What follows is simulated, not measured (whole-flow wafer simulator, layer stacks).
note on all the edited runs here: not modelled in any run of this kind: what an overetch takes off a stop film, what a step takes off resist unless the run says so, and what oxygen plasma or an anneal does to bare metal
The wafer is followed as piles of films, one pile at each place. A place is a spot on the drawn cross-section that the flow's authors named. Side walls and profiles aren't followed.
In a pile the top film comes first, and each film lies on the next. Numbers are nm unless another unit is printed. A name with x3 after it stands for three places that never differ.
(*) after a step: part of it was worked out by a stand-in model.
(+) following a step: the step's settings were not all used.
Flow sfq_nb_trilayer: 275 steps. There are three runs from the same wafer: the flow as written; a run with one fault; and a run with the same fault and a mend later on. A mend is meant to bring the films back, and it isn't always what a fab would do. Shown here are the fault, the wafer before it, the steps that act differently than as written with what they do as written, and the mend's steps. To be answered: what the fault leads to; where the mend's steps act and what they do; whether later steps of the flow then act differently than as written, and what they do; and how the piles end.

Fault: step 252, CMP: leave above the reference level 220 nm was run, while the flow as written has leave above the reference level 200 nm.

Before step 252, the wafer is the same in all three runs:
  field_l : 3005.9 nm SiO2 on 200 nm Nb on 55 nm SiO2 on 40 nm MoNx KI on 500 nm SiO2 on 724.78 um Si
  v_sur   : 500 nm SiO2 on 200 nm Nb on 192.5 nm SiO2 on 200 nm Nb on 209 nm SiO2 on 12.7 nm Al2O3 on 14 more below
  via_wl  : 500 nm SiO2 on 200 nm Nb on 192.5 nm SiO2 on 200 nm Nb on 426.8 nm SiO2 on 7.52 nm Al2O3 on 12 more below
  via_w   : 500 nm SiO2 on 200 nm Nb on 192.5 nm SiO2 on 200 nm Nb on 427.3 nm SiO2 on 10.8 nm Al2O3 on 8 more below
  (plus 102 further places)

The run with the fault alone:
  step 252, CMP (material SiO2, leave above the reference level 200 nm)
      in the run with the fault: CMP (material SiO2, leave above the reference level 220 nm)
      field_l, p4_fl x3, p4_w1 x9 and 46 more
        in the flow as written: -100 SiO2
        in the run with the fault: -80 SiO2
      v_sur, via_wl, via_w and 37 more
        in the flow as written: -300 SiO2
        in the run with the fault: -280 SiO2
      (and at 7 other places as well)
  Steps later in the flow that act otherwise than as written (3 other steps are not shown; they differ only slightly, by no more than 2% or 0.5 nm, whichever is larger):
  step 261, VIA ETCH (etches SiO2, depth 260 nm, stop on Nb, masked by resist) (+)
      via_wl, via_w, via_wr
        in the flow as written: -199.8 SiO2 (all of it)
        in the run with the fault: -219.8 SiO2 (all of it)
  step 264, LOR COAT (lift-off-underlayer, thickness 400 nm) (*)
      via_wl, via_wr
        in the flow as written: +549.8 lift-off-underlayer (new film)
        in the run with the fault: +564.8 lift-off-underlayer (new film)
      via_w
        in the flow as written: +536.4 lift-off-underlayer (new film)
        in the run with the fault: +550.1 lift-off-underlayer (new film)
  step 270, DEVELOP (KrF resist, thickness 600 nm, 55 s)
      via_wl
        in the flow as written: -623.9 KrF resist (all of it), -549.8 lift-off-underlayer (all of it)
        in the run with the fault: -626.4 KrF resist (all of it), -564.8 lift-off-underlayer (all of it)
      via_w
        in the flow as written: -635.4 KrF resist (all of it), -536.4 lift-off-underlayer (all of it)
        in the run with the fault: -639.1 KrF resist (all of it), -550.1 lift-off-underlayer (all of it)
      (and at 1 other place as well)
  At v_sur, via_sp, via_v and 41 more, the piles at the end differ from the flow's by more than 2% or 0.5 nm, whichever is larger.
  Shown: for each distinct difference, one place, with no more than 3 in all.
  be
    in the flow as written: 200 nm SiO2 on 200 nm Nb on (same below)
    in the run with the fault: 220 nm SiO2 on 200 nm Nb on (same below)
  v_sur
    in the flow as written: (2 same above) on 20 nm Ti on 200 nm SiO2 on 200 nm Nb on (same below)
    in the run with the fault: (2 same above) on 20 nm Ti on 220 nm SiO2 on 200 nm Nb on (same below)
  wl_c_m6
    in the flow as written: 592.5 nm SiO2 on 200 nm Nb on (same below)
    in the run with the fault: 612.5 nm SiO2 on 200 nm Nb on (same below)

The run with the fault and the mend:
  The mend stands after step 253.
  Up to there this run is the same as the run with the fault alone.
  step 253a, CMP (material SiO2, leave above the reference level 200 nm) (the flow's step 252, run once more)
      field_l, v_sur, via_wl and 103 more
        -20 SiO2
  None of the later steps of the flow acts differently than as written at any place that is followed.
  The piles end the same as the flow's at every place that both follow.
